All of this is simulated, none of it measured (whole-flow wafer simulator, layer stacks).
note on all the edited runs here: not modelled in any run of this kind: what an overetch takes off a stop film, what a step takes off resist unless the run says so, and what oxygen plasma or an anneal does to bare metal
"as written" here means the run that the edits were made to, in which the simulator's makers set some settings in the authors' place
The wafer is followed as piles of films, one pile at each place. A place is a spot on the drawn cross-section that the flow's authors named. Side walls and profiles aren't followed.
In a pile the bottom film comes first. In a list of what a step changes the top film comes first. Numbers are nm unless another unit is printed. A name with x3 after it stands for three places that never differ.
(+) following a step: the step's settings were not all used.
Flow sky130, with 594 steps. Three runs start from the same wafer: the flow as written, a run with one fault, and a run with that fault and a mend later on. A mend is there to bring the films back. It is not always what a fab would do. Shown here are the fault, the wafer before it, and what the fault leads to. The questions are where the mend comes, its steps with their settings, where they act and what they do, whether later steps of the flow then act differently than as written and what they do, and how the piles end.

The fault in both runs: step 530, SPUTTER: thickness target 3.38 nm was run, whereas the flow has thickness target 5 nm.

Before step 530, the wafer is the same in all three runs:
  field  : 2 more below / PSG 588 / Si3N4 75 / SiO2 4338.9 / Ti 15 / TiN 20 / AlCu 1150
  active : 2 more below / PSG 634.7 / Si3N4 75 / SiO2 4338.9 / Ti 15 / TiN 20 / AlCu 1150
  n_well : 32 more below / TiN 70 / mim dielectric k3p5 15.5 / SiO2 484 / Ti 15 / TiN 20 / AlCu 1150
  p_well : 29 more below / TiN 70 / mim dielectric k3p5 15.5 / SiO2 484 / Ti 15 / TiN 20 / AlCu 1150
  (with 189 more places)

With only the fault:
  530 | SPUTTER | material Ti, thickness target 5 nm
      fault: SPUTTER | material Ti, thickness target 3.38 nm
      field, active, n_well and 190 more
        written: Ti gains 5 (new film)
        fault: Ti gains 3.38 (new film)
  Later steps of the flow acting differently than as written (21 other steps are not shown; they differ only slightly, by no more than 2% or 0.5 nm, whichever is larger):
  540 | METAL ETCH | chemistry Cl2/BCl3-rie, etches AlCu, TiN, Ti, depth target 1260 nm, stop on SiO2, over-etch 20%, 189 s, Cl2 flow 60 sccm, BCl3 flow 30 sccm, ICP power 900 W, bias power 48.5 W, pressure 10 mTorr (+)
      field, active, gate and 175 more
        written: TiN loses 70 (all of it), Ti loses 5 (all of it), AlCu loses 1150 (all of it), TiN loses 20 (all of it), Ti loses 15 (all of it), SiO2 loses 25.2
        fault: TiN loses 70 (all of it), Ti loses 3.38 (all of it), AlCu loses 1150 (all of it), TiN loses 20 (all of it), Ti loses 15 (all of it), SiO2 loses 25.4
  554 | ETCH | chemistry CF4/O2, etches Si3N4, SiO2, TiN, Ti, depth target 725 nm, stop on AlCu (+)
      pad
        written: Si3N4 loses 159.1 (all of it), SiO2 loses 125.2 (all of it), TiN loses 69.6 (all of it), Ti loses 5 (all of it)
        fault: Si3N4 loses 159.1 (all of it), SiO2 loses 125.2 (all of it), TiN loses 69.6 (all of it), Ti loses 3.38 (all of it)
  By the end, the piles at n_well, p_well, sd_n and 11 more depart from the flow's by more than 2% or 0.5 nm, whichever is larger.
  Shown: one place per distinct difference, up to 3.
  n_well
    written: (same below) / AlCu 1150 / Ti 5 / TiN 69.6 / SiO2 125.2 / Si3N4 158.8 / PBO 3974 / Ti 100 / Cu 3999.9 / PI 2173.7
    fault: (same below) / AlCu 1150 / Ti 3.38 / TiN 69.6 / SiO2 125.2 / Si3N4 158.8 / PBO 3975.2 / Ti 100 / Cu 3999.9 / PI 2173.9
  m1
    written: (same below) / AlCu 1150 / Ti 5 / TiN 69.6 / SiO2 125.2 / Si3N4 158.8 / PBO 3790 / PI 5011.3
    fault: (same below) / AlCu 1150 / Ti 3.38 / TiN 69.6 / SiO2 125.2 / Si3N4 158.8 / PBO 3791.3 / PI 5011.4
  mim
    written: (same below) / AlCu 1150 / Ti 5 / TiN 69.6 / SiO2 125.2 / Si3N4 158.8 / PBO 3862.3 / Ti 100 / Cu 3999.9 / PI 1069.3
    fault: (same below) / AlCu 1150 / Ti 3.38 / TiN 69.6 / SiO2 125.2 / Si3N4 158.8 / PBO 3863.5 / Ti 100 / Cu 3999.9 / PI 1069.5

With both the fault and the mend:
  The mend stands after step 530.
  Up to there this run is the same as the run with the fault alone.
  530a | SPUTTER | material Ti, thickness target 1.62 nm (a further turn of the flow's step 530, with different settings)
      field, active, n_well and 190 more
        Ti gains 1.62
  Every later step of the flow that is run acts as written at every place that is followed.
  At every place that both follow, the piles at the end match the flow's.
